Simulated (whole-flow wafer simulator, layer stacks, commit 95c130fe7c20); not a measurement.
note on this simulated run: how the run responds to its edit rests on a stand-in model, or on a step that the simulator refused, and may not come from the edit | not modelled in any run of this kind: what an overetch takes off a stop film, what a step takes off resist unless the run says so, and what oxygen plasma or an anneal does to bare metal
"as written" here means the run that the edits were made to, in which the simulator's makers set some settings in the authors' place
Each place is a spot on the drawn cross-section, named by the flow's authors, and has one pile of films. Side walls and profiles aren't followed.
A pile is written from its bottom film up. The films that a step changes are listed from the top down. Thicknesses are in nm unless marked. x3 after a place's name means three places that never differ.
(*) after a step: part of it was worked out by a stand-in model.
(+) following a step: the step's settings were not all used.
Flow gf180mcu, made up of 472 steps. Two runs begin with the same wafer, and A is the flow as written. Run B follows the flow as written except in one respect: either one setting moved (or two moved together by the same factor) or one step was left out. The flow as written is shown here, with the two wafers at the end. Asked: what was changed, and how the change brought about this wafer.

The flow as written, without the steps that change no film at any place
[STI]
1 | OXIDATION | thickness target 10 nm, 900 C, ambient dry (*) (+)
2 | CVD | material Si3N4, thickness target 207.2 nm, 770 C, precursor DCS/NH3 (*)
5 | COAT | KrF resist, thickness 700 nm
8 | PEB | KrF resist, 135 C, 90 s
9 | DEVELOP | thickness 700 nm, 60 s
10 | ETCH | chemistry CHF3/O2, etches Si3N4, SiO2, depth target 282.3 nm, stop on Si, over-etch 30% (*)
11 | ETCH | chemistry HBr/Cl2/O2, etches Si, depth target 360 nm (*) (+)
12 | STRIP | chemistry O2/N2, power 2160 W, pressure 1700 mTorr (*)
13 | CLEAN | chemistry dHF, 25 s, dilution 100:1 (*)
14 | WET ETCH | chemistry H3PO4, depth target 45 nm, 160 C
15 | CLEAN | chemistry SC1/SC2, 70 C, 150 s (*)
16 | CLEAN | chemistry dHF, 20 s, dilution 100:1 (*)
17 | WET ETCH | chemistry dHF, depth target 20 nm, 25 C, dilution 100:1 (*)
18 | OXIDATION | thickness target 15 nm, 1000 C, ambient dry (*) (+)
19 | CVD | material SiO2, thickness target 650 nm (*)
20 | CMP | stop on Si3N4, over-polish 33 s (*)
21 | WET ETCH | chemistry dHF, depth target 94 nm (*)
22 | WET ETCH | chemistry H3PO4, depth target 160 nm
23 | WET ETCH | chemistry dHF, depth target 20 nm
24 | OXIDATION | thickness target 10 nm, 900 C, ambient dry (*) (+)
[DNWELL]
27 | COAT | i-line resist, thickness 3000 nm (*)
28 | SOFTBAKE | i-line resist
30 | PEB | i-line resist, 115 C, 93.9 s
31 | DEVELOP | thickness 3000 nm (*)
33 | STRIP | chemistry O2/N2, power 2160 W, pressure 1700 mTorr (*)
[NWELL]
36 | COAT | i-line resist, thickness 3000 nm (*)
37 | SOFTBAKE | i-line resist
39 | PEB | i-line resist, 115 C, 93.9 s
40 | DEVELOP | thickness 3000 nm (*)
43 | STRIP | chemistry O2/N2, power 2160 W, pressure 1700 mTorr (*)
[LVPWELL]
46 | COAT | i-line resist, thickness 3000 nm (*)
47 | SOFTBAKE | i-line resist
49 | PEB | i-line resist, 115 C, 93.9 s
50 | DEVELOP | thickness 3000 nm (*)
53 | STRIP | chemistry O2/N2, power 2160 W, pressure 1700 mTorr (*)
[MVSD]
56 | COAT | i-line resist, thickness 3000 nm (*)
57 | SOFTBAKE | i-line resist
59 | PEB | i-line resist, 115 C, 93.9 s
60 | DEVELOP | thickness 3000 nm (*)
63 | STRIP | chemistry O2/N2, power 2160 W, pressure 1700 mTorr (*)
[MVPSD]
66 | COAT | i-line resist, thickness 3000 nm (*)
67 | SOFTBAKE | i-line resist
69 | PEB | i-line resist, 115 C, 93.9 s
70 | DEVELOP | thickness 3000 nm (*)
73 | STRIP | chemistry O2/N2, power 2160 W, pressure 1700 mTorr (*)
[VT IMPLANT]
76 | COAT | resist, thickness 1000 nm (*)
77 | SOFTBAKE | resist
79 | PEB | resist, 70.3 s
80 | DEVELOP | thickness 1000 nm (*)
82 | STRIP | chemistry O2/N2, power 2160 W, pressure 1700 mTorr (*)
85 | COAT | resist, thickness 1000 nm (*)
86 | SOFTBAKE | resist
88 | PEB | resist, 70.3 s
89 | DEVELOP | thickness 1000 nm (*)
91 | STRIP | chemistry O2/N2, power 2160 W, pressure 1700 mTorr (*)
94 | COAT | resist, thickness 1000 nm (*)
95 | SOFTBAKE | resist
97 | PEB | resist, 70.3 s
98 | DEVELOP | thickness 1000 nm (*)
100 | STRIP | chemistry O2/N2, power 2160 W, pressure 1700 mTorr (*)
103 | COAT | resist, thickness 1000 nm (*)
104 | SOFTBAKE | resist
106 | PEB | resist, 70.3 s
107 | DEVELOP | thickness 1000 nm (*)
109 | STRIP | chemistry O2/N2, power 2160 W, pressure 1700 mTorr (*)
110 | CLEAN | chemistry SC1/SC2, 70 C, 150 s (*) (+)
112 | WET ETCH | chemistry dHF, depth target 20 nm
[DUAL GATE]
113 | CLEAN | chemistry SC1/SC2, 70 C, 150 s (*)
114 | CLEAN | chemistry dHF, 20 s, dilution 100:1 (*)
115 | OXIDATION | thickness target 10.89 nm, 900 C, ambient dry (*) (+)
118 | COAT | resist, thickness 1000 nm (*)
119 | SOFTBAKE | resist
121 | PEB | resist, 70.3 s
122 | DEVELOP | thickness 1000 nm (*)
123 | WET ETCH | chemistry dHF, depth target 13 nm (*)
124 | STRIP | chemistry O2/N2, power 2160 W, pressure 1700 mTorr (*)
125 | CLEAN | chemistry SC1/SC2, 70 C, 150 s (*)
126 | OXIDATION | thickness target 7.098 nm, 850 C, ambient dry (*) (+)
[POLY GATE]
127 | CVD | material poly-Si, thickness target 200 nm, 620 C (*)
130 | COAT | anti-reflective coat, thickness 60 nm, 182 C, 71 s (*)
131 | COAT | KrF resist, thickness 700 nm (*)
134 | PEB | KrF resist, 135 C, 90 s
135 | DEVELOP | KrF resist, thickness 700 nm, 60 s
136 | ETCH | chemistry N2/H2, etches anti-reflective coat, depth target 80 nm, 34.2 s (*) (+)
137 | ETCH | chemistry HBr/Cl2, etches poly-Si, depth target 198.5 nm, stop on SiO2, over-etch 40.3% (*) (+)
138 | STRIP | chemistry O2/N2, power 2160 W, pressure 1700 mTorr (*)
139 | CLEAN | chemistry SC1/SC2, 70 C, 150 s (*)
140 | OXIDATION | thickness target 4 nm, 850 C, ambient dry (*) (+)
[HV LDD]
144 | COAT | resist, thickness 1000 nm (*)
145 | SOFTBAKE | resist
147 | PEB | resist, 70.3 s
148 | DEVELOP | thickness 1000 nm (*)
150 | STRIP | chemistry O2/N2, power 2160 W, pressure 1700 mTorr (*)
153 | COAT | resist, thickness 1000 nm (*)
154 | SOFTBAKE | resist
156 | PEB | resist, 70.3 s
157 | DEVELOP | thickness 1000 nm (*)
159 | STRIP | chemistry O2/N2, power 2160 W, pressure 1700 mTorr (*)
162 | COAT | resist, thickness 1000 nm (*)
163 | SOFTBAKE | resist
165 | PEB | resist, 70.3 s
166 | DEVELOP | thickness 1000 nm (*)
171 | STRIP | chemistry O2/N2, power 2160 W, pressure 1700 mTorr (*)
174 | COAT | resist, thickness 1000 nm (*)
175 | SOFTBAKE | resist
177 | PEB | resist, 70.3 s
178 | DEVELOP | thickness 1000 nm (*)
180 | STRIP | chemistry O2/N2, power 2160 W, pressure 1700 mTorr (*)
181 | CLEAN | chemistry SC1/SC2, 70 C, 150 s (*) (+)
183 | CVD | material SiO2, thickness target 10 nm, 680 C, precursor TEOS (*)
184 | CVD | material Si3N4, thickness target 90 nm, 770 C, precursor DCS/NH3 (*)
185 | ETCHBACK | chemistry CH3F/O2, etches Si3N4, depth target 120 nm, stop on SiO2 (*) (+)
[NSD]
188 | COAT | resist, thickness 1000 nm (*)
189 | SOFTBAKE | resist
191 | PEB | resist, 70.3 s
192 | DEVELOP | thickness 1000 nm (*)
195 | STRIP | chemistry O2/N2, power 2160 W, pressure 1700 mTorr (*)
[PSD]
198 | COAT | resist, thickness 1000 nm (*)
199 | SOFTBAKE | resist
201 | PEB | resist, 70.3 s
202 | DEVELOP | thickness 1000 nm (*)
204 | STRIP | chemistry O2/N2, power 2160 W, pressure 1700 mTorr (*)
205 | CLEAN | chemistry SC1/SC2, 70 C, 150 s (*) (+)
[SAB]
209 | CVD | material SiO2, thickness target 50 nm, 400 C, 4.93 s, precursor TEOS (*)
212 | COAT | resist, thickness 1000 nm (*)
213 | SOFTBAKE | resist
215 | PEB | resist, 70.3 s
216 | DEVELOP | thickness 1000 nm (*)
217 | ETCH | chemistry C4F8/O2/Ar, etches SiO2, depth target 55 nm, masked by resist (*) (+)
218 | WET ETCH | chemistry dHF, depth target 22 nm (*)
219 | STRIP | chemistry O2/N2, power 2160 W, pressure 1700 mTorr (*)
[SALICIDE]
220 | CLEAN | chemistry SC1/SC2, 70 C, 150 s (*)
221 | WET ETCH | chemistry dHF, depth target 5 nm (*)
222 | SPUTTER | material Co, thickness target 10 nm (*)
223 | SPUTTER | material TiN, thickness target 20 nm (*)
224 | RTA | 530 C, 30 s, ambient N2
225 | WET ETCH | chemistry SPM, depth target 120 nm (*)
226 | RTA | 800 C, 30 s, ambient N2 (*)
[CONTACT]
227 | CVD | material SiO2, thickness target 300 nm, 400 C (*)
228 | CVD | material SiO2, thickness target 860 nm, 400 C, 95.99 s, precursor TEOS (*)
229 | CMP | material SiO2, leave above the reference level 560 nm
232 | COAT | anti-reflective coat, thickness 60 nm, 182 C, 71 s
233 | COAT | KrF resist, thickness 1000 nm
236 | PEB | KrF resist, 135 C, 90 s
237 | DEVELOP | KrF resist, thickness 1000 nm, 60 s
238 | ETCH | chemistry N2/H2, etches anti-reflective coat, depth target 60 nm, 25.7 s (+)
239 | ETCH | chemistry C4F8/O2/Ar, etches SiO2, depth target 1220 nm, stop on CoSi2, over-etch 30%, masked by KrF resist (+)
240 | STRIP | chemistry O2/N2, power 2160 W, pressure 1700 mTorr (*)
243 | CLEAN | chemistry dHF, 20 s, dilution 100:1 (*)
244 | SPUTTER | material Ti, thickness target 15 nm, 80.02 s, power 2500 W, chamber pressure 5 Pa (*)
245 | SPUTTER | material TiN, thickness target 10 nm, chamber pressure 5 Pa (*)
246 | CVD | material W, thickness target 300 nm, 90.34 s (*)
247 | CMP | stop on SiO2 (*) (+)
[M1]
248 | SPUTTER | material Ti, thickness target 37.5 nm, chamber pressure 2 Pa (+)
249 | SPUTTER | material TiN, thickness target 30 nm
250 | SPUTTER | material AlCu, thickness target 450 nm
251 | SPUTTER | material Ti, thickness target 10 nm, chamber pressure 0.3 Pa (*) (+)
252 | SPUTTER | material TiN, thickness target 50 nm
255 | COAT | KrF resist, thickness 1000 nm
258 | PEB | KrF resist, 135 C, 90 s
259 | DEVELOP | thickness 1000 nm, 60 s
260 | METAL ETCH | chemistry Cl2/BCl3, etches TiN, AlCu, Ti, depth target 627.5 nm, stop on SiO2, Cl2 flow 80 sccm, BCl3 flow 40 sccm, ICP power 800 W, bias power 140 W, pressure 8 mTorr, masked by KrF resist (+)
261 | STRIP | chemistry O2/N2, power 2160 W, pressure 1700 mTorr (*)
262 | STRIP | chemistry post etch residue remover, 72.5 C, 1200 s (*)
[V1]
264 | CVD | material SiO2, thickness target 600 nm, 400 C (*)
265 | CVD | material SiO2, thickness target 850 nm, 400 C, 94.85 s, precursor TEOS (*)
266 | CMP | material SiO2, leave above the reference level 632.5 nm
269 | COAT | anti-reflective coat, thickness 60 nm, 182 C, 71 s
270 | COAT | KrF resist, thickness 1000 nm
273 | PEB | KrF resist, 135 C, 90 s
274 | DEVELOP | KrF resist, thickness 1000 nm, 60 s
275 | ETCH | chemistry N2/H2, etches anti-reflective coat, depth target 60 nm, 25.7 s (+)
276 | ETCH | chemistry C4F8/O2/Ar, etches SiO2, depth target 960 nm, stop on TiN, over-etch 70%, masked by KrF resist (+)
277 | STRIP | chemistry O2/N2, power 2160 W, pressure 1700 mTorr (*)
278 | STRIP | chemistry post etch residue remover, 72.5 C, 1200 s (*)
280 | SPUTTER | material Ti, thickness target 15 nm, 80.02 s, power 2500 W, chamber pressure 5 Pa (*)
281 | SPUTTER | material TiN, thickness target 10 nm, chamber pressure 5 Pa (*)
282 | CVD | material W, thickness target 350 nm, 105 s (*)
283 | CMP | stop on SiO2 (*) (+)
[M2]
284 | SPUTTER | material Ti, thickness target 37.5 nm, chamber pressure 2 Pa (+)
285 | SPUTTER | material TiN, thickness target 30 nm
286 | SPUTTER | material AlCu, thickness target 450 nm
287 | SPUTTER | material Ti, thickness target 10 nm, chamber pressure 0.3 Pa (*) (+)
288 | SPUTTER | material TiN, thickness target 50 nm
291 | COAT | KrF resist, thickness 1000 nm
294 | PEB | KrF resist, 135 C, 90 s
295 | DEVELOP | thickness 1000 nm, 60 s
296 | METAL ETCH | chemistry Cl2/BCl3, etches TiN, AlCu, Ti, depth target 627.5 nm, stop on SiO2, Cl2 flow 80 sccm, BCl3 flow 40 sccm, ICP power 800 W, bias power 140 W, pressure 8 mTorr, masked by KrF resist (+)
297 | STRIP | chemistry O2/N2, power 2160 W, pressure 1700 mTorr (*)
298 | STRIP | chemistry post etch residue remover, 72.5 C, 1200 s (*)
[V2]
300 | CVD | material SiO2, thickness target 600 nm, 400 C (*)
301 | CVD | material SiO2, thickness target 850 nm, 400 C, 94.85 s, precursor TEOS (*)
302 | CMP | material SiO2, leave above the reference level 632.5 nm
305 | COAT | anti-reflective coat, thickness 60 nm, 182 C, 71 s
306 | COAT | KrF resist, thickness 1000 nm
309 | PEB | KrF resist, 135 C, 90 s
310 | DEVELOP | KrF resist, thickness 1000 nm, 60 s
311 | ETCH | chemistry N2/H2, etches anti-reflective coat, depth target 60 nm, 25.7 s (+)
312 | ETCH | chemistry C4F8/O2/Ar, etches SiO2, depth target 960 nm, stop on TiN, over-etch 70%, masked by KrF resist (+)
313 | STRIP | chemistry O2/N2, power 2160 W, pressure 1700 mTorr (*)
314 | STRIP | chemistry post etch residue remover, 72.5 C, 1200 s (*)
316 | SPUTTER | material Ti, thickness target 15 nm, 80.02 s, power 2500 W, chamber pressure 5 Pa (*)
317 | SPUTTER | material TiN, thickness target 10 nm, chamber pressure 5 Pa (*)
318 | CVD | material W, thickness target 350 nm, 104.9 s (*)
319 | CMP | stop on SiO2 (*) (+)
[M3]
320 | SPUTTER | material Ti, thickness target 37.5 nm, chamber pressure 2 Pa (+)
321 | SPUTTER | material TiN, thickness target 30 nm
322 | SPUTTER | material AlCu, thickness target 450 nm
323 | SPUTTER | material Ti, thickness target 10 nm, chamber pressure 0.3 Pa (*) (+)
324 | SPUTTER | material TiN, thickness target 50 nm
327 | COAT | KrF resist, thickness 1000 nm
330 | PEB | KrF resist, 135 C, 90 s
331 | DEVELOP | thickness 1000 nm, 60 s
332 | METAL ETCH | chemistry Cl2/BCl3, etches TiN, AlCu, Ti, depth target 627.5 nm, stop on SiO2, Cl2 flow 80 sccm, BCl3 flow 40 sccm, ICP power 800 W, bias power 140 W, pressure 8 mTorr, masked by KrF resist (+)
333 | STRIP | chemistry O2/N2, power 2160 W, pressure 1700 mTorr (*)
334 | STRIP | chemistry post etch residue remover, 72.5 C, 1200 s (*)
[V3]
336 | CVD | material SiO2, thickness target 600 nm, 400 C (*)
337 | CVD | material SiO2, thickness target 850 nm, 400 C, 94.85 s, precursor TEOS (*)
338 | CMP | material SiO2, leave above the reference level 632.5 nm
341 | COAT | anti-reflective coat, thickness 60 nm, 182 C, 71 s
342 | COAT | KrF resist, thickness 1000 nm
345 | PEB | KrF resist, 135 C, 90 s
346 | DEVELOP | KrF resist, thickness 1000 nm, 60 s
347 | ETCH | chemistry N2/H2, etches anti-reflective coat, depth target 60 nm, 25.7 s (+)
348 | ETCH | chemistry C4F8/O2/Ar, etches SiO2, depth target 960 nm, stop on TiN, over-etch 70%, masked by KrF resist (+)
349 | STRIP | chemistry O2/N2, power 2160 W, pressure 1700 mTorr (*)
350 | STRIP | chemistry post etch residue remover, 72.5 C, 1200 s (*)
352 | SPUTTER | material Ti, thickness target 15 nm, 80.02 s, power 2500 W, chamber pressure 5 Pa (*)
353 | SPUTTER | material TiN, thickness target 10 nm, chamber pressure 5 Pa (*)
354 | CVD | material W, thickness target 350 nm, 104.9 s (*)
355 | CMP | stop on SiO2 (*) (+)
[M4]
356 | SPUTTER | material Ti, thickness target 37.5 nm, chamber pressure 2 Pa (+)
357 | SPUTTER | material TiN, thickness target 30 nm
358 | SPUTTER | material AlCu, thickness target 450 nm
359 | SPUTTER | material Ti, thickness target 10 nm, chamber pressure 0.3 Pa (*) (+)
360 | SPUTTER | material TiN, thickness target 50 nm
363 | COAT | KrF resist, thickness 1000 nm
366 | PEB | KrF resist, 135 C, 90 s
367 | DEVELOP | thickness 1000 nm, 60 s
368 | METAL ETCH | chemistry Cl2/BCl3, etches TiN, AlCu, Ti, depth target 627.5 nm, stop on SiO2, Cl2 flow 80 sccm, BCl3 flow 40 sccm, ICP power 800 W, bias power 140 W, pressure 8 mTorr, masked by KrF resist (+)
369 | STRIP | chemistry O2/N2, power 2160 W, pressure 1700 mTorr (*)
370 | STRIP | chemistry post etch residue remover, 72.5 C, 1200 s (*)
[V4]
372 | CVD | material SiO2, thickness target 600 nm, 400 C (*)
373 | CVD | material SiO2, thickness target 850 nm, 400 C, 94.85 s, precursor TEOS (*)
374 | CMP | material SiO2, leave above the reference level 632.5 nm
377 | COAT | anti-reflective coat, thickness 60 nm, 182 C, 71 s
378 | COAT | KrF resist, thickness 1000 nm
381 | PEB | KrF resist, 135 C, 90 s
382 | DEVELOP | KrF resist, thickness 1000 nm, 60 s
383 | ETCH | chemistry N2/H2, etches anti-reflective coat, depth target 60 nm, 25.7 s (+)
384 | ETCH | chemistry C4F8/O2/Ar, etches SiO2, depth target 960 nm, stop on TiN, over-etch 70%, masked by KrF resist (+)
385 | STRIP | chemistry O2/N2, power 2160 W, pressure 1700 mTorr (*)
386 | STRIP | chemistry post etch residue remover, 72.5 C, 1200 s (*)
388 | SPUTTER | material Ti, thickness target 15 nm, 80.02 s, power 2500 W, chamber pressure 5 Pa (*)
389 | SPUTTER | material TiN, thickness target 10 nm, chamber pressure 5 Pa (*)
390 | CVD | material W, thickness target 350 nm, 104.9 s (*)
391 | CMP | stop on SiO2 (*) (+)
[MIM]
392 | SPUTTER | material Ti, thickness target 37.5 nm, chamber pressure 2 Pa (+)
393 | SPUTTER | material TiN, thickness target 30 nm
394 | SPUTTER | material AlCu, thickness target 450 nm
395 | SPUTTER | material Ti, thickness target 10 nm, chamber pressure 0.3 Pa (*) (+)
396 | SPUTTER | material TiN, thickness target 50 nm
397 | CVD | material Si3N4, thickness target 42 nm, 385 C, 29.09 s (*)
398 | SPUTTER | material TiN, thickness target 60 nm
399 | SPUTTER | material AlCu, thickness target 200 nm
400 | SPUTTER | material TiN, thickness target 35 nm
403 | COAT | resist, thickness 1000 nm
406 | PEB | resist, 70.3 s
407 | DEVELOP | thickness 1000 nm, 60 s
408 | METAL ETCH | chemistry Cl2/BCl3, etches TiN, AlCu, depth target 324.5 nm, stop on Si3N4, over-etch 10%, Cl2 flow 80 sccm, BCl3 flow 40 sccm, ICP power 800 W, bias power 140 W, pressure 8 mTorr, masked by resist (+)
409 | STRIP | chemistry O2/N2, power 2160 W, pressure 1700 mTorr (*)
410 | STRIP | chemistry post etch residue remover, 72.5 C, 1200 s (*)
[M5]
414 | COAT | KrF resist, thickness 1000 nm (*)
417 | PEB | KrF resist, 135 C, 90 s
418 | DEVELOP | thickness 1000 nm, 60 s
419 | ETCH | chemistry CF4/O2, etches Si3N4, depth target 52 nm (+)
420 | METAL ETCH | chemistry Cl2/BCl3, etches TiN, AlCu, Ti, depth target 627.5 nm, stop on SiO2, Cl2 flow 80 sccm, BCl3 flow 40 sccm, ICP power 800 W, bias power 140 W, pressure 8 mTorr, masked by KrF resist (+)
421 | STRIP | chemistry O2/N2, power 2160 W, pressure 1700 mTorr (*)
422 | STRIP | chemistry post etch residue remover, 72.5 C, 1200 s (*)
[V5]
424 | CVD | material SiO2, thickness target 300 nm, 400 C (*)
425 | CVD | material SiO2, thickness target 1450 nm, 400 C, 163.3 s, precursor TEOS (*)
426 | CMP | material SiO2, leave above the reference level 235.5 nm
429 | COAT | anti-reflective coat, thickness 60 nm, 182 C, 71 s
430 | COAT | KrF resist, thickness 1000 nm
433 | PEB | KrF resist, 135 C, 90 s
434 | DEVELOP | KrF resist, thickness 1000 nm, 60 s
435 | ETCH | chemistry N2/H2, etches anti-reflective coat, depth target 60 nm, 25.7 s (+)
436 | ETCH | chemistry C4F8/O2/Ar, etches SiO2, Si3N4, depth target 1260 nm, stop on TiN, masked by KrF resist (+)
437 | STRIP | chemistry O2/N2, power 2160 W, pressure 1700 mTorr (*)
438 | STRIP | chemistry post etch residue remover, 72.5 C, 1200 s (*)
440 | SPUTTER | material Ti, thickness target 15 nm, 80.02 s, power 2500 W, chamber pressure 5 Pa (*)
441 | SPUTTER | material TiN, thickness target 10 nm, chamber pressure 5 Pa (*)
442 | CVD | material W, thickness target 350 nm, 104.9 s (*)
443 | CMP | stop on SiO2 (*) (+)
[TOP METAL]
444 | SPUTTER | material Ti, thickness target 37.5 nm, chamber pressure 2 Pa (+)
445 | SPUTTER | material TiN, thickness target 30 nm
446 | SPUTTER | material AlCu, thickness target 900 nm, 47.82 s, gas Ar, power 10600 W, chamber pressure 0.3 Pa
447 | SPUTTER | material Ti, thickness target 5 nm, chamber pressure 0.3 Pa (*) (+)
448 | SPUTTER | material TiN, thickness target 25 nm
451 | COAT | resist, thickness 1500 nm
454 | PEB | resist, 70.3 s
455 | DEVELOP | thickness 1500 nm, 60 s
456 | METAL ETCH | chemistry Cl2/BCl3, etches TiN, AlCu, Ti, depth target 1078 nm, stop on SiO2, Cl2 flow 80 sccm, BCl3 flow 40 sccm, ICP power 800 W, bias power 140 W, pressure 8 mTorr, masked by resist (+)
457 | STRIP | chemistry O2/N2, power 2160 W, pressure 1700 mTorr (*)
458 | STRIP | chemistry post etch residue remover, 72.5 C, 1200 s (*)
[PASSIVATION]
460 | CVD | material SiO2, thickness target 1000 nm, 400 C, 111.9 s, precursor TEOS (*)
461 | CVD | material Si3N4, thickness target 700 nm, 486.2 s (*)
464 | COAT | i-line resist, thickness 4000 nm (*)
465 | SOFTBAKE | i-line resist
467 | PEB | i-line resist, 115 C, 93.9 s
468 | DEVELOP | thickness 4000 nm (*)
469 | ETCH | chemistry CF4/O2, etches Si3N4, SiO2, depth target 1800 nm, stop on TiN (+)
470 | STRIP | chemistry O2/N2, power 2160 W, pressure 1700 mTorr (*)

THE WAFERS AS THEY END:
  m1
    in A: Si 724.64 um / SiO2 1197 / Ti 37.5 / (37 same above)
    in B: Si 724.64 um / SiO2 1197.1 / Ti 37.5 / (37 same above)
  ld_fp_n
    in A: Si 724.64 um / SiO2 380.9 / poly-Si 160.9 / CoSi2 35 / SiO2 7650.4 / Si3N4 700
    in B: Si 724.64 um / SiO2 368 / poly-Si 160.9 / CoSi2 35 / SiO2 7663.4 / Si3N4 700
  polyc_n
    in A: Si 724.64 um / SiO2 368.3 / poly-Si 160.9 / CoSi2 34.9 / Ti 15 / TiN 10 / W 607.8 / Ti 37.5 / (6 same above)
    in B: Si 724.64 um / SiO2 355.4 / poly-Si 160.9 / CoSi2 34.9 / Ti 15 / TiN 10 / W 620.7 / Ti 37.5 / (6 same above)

What caused this: step 112, WET ETCH: depth target 31.8 nm was run, while the flow as written has depth target 20 nm.

The path from the change to this, step by step:
  112 | WET ETCH | chemistry dHF, depth target 20 nm
      field, field__w2, field__w3 and 43 more: A -22 SiO2 | B -35 SiO2
  119 | SOFTBAKE | resist
      field_sub: A -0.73 resist | B -0.14 resist
      field_sub__w2: A -0.62 resist | B -0.1 resist
      (as well as at 3 more places)
  130 | COAT | anti-reflective coat, thickness 60 nm, 182 C, 71 s (*)
      p_well, spacer, sd_n: A +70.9 anti-reflective coat (new film) | B +58.4 anti-reflective coat (new film)
      ldn_ch, ldp_ch: A +66.7 anti-reflective coat (new film) | B +62.3 anti-reflective coat (new film)
      (as well as at 71 more places)
  136 | ETCH | chemistry N2/H2, etches anti-reflective coat, depth target 80 nm, 34.2 s (*) (+)
      p_well, spacer, sd_n: A -70.9 anti-reflective coat (all of it), -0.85 poly-Si | B -58.4 anti-reflective coat (all of it), -1.17 poly-Si
      ldn_dft, ldp_dft: A -48.7 anti-reflective coat (all of it), -1.42 poly-Si | B -55.6 anti-reflective coat (all of it), -1.24 poly-Si
      (as well as at 50 more places)
  138 | STRIP | chemistry O2/N2, power 2160 W, pressure 1700 mTorr (*)
      gate: A +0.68 chemical SiO2 (new film), -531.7 KrF resist (all of it), -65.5 anti-reflective coat (all of it), -0.3 poly-Si | B +0.69 chemical SiO2 (new film), -530.1 KrF resist (all of it), -59.8 anti-reflective coat (all of it), -0.3 poly-Si
      gate_hv: A +0.68 chemical SiO2 (new film), -528.4 KrF resist (all of it), -61 anti-reflective coat (all of it), -0.3 poly-Si | B +0.69 chemical SiO2 (new film), -525.1 KrF resist (all of it), -59.1 anti-reflective coat (all of it), -0.3 poly-Si
      (as well as at 19 more places)
  144 | COAT | resist, thickness 1000 nm (*)
      field__w6: A +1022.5 resist (new film) | B +1052.7 resist (new film)
  145 | SOFTBAKE | resist
      field: A -0.3 resist | B +2.84 resist
      nw_enc_fld_lv__w3: A +2.63 resist | B -0.96 resist
      (as well as at 8 more places)
  147 | PEB | resist, 70.3 s
      field__w6: A -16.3 resist | B -17.1 resist
  150 | STRIP | chemistry O2/N2, power 2160 W, pressure 1700 mTorr (*)
      field__w6: A -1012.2 resist (all of it) | B -1045.8 resist (all of it)
  153 | COAT | resist, thickness 1000 nm (*)
      field__w6: A +1022.5 resist (new film) | B +1052.7 resist (new film)
  154 | SOFTBAKE | resist
      field: A -0.3 resist | B +2.84 resist
      nw_enc_fld_lv__w3: A +2.63 resist | B -0.96 resist
      (as well as at 8 more places)
  156 | PEB | resist, 70.3 s
      field__w6: A -16.3 resist | B -17.1 resist
  159 | STRIP | chemistry O2/N2, power 2160 W, pressure 1700 mTorr (*)
      field__w6: A -1012.2 resist (all of it) | B -1045.8 resist (all of it)
  162 | COAT | resist, thickness 1000 nm (*)
      field__w6: A +1022.5 resist (new film) | B +1052.7 resist (new film)
  163 | SOFTBAKE | resist
      field: A -0.3 resist | B +2.84 resist
      nw_enc_fld_lv__w3: A +2.63 resist | B -0.96 resist
      (as well as at 8 more places)
  165 | PEB | resist, 70.3 s
      field__w6: A -16.3 resist | B -17.1 resist
  ... another 11 steps ...
  229 | CMP | material SiO2, leave above the reference level 560 nm
      ldn_sep__w2, ldn_dft, ldn_fld__w1, ldp_sep__w2, ldp_dft, ldp_out, ldp_fld__w3: A -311 SiO2 | B -298.1 SiO2
      sti, mim_1p0, pad, dice_street, iso_nw_fld, iso_fld_sub: A -296.8 SiO2 | B -283.9 SiO2
      (as well as at 54 more places)
